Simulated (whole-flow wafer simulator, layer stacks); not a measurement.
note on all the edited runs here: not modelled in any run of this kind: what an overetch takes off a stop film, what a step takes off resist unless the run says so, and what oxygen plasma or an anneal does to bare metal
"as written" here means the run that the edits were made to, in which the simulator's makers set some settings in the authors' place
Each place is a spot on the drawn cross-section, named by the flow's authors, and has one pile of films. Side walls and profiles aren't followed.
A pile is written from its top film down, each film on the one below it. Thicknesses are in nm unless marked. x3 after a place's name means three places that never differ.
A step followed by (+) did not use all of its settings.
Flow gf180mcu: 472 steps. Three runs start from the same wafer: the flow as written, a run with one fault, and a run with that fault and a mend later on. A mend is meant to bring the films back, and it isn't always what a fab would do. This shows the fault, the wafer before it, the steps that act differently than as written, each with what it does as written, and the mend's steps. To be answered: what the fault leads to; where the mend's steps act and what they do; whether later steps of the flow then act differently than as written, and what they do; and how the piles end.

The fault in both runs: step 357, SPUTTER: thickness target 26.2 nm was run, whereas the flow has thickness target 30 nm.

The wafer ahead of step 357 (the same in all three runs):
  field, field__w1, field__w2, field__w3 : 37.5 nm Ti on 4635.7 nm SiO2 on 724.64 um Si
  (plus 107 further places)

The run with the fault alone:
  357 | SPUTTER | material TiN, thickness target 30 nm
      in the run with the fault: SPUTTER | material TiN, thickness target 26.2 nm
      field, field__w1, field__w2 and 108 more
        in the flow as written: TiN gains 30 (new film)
        in the run with the fault: TiN gains 26.2 (new film)
  Steps later in the flow that act otherwise than as written (not shown: 1 more step that differs only slightly, by at most 2% or 0.5 nm, whichever is larger):
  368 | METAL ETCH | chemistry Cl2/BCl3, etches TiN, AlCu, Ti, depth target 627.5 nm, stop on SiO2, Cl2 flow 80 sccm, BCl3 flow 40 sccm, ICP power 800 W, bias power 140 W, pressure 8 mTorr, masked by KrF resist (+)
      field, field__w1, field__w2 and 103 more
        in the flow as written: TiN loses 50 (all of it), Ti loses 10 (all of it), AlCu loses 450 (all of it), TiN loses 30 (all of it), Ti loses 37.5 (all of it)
        in the run with the fault: TiN loses 50 (all of it), Ti loses 10 (all of it), AlCu loses 450 (all of it), TiN loses 26.2 (all of it), Ti loses 37.5 (all of it)
  By the end, the piles at field__w8, contact, m1, m1__w1, m1_nw depart from the flow's by more than 2% or 0.5 nm, whichever is larger.
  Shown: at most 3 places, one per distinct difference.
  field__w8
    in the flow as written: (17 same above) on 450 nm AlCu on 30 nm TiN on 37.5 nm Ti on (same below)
    in the run with the fault: (17 same above) on 450 nm AlCu on 26.2 nm TiN on 37.5 nm Ti on (same below)
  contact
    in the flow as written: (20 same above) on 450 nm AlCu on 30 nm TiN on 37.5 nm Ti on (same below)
    in the run with the fault: (20 same above) on 450 nm AlCu on 26.2 nm TiN on 37.5 nm Ti on (same below)

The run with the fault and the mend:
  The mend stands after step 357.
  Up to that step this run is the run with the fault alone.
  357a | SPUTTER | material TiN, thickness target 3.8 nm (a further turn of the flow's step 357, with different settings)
      field, field__w1, field__w2 and 108 more
        TiN gains 3.8
  None of the later steps of the flow acts differently than as written at any place that is followed.
  By the end, the piles equal the flow's at every place that both follow.
